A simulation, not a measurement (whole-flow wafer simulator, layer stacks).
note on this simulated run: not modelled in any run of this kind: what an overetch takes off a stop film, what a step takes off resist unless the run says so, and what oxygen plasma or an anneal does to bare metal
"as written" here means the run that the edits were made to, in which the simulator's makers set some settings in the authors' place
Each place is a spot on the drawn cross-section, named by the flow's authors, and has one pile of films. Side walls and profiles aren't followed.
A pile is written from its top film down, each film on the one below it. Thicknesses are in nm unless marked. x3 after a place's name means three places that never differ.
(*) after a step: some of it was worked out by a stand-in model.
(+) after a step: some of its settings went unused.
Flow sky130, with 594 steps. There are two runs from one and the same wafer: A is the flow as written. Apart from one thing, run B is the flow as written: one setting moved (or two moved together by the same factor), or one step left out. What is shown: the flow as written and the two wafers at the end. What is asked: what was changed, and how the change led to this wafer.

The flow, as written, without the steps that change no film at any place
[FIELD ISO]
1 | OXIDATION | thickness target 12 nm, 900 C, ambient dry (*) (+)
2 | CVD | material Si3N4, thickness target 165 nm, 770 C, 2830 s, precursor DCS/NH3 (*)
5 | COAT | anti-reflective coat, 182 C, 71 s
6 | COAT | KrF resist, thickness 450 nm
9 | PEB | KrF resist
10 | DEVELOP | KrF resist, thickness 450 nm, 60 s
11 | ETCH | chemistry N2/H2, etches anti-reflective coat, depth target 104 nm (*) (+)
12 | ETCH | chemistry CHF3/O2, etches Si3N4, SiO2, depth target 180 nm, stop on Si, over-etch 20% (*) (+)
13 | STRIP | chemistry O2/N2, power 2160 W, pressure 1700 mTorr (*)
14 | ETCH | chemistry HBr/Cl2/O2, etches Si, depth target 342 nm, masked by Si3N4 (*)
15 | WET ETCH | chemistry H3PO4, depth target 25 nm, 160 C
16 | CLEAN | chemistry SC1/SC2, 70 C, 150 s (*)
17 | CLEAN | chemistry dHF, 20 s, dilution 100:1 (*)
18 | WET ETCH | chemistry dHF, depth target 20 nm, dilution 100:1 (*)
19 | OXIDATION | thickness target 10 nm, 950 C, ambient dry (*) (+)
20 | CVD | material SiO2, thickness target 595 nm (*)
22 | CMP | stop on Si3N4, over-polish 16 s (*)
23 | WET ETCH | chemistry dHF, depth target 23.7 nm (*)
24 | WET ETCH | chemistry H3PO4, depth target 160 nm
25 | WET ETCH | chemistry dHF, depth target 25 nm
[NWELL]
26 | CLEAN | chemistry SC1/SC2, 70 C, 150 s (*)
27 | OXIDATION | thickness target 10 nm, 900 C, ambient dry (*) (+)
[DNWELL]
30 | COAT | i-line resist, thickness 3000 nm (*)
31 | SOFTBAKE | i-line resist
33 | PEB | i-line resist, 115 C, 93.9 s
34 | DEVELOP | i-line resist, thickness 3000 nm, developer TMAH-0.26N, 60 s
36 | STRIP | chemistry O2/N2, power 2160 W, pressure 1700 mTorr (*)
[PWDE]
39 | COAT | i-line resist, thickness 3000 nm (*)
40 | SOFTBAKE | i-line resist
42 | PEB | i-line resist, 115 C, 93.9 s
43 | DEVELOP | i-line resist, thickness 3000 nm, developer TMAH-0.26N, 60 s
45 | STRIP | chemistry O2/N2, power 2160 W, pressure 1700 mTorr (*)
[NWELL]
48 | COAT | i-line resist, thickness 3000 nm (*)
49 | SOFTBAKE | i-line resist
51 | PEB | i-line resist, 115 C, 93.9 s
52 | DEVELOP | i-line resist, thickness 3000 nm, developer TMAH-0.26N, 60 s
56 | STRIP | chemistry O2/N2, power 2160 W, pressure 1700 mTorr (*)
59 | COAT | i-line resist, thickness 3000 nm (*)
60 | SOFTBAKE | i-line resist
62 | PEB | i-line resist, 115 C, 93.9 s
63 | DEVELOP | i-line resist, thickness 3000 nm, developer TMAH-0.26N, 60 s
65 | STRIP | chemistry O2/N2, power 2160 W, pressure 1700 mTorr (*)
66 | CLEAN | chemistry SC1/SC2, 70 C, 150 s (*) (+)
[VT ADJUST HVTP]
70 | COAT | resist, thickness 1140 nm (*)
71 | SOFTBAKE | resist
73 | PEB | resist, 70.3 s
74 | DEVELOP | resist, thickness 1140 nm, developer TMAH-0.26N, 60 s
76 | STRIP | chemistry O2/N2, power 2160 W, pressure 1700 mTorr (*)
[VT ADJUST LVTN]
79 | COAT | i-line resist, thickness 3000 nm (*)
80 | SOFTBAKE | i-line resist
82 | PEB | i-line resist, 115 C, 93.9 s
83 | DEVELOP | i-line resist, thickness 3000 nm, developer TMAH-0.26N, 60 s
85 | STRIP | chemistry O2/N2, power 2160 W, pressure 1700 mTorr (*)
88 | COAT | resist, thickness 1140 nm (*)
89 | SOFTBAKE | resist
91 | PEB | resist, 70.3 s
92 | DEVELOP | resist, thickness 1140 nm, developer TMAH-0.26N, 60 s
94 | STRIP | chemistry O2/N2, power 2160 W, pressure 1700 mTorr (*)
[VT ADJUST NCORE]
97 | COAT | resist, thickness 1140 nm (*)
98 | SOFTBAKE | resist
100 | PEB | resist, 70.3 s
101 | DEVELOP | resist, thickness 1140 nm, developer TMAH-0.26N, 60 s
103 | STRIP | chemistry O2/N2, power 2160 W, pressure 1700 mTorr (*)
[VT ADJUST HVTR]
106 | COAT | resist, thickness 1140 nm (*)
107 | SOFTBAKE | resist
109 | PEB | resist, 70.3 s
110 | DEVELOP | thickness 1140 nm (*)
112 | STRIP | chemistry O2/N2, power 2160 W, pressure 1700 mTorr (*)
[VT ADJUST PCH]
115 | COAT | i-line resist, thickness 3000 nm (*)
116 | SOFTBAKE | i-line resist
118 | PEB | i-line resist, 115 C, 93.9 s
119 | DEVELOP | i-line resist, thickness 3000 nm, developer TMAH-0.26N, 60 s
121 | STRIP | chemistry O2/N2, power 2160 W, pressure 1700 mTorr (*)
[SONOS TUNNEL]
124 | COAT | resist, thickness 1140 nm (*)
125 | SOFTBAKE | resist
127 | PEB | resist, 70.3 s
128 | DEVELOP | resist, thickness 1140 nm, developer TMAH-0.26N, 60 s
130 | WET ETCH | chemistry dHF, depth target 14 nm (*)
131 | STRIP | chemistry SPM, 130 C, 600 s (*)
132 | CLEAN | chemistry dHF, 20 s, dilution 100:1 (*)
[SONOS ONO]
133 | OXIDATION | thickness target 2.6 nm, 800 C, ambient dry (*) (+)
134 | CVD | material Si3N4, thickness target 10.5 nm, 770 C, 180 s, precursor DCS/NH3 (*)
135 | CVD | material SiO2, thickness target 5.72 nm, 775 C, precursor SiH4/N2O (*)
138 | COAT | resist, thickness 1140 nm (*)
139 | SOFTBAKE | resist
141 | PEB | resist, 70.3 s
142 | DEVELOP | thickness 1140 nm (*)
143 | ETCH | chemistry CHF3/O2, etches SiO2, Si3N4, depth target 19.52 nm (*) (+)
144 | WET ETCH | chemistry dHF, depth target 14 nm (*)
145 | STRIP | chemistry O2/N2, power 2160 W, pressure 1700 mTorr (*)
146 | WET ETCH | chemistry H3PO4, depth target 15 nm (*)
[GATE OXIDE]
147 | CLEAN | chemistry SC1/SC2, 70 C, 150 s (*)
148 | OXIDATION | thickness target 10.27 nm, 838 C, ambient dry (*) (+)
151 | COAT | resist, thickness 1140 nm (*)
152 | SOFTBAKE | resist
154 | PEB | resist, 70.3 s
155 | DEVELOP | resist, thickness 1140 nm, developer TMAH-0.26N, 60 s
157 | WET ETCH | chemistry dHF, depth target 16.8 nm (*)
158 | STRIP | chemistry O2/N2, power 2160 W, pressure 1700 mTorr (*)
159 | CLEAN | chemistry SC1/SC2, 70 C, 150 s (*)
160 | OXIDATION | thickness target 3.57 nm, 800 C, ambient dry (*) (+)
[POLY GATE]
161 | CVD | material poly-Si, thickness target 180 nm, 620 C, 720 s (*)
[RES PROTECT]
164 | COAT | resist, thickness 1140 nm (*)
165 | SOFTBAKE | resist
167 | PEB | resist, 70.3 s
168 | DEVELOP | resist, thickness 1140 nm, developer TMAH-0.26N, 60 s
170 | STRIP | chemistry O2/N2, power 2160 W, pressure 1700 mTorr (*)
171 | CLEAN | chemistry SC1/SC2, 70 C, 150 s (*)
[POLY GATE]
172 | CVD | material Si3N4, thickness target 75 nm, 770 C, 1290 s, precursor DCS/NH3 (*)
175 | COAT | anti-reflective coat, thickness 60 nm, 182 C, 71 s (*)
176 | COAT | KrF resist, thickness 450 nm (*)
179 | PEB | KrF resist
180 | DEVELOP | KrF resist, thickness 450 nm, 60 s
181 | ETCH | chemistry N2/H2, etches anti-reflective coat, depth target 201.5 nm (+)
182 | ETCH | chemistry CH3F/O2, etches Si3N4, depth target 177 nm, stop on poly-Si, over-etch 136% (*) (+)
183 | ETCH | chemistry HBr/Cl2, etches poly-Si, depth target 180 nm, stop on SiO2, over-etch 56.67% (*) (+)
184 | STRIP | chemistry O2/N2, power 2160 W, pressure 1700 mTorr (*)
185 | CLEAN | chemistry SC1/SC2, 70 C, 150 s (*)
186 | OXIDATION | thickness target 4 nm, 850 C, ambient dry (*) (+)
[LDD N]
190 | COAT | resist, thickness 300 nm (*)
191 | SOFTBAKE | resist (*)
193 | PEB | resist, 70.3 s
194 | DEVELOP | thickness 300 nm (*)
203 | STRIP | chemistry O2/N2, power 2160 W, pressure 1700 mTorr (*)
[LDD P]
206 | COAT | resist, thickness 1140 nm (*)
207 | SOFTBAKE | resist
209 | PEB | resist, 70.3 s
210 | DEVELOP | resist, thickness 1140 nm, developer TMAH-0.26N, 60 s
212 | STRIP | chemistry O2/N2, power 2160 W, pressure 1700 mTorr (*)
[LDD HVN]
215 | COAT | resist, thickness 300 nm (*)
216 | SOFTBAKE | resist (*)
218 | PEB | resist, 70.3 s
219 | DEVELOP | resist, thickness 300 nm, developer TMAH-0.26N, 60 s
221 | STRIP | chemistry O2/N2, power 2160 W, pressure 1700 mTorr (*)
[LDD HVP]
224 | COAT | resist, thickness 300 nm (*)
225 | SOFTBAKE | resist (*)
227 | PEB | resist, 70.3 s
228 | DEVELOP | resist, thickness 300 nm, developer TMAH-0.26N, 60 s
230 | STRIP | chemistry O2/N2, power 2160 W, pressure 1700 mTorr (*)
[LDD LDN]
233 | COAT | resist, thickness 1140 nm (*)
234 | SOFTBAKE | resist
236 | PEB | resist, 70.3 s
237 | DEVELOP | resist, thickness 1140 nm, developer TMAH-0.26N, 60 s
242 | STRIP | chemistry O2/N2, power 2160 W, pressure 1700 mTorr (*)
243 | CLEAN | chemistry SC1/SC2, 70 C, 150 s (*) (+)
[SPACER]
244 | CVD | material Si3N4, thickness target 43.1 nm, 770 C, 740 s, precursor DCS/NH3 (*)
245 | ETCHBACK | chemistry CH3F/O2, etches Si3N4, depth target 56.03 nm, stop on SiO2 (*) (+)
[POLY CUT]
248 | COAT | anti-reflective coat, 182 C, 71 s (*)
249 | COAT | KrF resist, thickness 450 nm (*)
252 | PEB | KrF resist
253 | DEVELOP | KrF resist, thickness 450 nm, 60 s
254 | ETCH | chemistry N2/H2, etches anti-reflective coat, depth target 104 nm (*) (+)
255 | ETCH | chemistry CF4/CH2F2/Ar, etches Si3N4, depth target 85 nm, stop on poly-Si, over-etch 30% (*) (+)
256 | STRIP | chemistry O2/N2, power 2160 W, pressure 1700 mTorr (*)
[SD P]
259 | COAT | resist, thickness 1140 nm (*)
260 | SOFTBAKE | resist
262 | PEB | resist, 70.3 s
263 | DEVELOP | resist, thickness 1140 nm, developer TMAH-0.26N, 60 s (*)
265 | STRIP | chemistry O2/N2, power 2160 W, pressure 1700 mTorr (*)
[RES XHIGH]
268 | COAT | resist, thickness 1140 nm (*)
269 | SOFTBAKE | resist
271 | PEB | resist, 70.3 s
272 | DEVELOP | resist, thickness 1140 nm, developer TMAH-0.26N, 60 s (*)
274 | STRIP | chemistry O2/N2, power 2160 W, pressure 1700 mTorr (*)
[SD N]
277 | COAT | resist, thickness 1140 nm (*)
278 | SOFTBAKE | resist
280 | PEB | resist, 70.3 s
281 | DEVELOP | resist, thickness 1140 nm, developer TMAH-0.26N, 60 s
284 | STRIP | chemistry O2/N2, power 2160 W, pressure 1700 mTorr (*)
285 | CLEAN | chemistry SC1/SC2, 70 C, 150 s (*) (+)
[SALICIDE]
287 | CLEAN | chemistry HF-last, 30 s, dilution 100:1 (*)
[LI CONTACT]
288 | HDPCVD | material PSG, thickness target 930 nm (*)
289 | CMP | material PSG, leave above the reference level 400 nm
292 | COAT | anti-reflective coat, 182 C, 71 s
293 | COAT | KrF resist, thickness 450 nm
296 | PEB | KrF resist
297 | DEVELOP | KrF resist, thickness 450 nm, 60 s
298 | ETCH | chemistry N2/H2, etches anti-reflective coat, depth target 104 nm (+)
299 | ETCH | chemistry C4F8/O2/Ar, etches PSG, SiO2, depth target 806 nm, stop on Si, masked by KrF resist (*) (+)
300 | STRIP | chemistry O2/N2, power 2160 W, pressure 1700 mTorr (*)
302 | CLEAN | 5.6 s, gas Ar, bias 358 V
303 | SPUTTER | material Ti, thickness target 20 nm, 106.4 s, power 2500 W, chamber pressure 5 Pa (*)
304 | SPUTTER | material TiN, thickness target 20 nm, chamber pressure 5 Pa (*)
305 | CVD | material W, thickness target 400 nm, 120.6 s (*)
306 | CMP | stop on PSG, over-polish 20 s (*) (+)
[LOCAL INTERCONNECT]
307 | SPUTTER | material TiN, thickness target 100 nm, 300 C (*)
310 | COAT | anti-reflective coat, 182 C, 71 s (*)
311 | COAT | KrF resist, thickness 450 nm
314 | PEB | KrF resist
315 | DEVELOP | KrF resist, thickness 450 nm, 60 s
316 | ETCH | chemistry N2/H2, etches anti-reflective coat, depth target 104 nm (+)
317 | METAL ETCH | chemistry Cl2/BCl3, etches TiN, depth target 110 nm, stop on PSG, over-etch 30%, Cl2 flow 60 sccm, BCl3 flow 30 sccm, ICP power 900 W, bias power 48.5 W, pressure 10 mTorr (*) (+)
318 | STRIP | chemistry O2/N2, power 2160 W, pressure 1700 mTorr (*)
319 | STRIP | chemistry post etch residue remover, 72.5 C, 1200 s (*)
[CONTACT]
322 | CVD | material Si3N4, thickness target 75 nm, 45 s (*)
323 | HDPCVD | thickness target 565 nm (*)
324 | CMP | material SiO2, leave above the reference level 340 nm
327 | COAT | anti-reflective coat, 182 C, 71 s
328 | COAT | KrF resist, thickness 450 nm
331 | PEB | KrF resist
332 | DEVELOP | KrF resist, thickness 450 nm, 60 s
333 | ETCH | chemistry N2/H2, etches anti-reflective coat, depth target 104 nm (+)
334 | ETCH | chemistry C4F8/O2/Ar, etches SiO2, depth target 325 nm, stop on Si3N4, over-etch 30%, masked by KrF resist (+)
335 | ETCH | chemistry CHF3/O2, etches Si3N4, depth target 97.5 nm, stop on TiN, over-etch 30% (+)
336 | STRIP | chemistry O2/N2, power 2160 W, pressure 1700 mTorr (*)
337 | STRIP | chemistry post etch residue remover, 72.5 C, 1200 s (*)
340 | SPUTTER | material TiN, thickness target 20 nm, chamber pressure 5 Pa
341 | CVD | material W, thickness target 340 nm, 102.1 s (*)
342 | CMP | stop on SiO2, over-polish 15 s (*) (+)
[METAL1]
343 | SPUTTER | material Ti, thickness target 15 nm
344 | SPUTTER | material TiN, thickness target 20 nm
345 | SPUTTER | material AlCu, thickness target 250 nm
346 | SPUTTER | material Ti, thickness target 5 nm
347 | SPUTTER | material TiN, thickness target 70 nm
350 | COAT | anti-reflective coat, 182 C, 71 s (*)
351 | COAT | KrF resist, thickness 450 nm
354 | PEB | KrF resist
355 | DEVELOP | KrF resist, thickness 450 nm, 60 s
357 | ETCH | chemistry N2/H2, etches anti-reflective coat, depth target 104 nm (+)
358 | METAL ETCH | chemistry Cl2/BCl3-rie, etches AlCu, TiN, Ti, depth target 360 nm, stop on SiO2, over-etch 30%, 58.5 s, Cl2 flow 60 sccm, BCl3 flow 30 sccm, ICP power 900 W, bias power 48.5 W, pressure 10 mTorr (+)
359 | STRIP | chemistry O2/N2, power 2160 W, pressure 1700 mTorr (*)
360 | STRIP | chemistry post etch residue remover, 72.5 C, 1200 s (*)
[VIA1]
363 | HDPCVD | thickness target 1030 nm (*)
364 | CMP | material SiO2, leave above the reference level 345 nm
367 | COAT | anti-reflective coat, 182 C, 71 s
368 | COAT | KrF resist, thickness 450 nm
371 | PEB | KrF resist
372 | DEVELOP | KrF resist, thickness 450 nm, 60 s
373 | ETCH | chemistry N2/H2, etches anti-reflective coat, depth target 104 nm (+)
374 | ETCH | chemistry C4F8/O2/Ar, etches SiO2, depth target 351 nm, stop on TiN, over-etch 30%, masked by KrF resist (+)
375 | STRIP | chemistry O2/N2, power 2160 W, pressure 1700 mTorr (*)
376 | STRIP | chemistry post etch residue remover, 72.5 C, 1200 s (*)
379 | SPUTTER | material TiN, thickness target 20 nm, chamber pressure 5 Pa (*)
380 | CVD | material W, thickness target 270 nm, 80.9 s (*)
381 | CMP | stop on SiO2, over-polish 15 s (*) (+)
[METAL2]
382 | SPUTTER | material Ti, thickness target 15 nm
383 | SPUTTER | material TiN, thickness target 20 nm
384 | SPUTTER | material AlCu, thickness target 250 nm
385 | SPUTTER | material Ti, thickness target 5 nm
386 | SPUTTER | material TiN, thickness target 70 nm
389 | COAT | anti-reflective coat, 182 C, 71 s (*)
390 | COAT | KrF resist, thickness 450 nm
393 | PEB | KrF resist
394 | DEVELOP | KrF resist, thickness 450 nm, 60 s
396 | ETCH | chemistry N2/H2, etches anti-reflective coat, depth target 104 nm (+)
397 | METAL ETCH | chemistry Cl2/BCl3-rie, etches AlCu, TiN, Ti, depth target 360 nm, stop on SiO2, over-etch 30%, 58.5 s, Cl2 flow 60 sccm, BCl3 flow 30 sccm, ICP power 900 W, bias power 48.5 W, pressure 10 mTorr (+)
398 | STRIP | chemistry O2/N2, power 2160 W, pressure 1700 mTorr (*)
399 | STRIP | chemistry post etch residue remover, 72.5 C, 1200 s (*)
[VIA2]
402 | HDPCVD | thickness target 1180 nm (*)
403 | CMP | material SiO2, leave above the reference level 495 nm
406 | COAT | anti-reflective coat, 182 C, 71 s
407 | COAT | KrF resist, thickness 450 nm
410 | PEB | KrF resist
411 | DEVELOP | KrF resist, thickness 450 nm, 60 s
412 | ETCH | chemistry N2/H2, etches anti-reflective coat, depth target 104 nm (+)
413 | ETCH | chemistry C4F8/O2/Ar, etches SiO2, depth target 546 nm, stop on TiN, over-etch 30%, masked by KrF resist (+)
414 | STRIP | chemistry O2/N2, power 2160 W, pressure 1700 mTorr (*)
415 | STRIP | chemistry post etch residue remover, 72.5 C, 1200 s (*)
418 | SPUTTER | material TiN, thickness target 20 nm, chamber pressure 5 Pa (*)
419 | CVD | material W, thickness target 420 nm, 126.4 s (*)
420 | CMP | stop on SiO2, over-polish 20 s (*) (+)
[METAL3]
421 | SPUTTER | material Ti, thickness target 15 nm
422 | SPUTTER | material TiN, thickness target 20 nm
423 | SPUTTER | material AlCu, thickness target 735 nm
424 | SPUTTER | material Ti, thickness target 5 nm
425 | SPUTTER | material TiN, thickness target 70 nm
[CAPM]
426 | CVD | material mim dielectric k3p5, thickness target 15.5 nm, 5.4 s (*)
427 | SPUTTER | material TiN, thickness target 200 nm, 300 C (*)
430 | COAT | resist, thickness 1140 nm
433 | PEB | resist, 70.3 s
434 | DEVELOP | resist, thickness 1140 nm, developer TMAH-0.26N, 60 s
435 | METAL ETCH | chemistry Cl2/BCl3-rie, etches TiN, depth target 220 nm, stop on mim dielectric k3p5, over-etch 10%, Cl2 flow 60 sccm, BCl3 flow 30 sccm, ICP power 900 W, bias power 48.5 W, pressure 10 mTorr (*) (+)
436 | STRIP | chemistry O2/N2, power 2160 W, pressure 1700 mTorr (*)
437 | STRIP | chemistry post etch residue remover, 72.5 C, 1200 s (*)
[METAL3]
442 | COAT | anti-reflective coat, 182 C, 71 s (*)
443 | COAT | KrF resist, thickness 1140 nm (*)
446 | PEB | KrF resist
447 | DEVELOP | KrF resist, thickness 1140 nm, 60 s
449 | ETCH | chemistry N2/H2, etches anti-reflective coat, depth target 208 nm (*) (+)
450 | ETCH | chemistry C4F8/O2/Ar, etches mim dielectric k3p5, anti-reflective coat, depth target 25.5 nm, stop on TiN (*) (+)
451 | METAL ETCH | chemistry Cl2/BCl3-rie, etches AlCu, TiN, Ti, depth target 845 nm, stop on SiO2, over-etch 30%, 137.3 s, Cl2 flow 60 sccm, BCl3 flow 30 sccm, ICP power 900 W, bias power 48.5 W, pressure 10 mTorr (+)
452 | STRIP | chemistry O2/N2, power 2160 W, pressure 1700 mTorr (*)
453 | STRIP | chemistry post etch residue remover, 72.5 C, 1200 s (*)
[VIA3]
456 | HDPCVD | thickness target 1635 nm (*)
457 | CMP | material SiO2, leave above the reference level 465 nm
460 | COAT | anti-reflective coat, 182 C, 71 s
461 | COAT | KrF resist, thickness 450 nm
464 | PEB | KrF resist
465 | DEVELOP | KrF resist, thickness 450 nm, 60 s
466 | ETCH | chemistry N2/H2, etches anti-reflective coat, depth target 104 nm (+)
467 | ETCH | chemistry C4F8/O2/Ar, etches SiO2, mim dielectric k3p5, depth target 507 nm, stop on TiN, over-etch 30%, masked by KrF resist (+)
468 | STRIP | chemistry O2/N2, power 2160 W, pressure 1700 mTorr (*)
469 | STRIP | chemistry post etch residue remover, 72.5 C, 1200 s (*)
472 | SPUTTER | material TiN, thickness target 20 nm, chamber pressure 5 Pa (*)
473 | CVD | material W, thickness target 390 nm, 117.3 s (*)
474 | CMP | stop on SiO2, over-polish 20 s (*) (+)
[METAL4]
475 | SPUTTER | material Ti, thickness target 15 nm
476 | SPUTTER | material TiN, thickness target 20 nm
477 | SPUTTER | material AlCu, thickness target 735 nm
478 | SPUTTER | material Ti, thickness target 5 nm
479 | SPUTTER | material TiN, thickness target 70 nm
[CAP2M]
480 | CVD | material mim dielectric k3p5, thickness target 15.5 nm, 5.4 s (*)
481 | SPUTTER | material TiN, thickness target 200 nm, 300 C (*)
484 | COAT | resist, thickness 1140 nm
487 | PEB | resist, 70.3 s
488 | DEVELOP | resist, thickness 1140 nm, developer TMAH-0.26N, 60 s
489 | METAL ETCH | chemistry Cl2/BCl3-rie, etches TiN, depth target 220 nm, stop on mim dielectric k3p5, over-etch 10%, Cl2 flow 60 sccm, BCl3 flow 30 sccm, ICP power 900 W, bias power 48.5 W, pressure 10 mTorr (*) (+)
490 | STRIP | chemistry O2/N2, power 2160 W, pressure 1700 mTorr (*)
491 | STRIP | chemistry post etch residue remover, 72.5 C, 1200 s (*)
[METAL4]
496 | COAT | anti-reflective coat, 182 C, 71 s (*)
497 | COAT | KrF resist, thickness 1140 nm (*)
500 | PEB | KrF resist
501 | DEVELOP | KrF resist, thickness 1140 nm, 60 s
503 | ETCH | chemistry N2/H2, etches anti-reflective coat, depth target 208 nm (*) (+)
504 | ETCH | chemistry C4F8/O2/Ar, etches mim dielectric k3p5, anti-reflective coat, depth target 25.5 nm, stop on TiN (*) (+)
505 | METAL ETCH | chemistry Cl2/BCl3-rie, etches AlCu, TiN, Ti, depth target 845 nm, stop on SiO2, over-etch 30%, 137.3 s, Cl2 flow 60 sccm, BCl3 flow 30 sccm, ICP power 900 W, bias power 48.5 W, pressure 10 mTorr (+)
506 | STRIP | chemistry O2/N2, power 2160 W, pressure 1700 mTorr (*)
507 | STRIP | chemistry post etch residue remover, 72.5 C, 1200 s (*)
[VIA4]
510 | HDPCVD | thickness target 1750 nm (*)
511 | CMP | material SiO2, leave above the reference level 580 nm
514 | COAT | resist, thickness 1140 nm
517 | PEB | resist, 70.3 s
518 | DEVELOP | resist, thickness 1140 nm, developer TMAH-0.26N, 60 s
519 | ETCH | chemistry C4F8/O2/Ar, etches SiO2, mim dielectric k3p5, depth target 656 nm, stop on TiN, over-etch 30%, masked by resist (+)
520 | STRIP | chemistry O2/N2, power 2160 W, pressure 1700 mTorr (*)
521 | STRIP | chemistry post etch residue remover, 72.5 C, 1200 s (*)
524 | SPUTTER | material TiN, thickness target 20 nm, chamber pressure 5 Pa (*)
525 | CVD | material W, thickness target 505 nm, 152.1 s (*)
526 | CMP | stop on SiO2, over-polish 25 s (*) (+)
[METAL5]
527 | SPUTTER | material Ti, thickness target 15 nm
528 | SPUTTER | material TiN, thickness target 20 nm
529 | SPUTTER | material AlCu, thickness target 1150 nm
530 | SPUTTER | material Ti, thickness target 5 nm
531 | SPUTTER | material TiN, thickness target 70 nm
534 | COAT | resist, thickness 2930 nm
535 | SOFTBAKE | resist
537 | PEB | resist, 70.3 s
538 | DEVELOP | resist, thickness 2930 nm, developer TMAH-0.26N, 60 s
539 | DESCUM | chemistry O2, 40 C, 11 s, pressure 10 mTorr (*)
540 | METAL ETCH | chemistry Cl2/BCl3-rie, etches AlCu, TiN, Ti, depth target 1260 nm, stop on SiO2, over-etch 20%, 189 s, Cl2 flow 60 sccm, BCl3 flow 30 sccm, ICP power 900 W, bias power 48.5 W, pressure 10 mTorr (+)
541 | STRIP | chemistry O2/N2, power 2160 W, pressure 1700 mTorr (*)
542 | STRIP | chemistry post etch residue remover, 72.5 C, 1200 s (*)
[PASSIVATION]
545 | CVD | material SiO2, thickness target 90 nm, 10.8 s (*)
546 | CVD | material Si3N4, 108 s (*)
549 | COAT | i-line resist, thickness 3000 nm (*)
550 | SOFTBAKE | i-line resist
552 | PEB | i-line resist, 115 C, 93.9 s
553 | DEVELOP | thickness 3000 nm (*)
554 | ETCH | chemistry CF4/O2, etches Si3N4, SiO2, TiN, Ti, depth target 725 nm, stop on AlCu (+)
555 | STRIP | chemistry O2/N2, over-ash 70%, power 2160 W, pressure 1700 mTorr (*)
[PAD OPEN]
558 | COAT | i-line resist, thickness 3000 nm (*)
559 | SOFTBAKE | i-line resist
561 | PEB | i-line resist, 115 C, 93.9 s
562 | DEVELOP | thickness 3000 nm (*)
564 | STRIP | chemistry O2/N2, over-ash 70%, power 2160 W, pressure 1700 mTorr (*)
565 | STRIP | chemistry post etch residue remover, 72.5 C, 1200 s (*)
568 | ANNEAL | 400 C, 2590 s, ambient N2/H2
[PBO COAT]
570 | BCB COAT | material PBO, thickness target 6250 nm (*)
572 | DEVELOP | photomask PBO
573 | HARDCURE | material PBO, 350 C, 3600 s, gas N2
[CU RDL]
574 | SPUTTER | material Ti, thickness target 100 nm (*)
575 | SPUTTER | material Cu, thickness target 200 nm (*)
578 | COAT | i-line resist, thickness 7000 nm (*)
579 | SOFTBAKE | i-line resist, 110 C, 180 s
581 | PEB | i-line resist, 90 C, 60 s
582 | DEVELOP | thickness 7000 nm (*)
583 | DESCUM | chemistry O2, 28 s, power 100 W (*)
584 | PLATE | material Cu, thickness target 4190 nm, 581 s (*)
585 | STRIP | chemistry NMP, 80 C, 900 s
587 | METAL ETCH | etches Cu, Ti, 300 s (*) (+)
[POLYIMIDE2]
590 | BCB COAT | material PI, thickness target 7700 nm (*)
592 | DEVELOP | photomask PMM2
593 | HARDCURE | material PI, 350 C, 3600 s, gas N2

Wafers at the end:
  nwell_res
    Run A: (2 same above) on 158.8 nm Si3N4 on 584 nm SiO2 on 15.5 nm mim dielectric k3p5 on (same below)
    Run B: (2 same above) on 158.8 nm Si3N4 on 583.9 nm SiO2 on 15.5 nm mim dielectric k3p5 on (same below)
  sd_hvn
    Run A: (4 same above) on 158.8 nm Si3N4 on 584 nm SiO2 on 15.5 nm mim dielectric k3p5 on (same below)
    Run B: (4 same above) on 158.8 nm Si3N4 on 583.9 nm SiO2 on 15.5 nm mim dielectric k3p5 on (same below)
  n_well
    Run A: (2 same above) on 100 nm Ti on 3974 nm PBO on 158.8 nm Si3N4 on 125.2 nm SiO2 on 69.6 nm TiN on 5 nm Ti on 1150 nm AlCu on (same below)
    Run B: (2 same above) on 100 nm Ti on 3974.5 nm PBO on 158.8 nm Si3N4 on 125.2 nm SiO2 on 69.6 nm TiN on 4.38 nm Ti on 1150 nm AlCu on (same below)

What caused this: step 530, SPUTTER: thickness target 4.38 nm was run, whereas the flow has thickness target 5 nm.
One can read it off the wafer: n_well has Ti 4.38, and step 530 as written asks for 5 nm.

How this came from the change, step by step:
  530 | SPUTTER | material Ti, thickness target 5 nm
      field, active, n_well and 190 more: A Ti gains 5 (new film) | B Ti gains 4.38 (new film)
  540 | METAL ETCH | chemistry Cl2/BCl3-rie, etches AlCu, TiN, Ti, depth target 1260 nm, stop on SiO2, over-etch 20%, 189 s, Cl2 flow 60 sccm, BCl3 flow 30 sccm, ICP power 900 W, bias power 48.5 W, pressure 10 mTorr (+)
      field, active, gate and 175 more: A TiN loses 70 (all of it), Ti loses 5 (all of it), AlCu loses 1150 (all of it), TiN loses 20 (all of it), Ti loses 15 (all of it), SiO2 loses 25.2 | B TiN loses 70 (all of it), Ti loses 4.38 (all of it), AlCu loses 1150 (all of it), TiN loses 20 (all of it), Ti loses 15 (all of it), SiO2 loses 25.3
  554 | ETCH | chemistry CF4/O2, etches Si3N4, SiO2, TiN, Ti, depth target 725 nm, stop on AlCu (+)
      pad: A Si3N4 loses 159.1 (all of it), SiO2 loses 125.2 (all of it), TiN loses 69.6 (all of it), Ti loses 5 (all of it) | B Si3N4 loses 159.1 (all of it), SiO2 loses 125.2 (all of it), TiN loses 69.6 (all of it), Ti loses 4.38 (all of it)
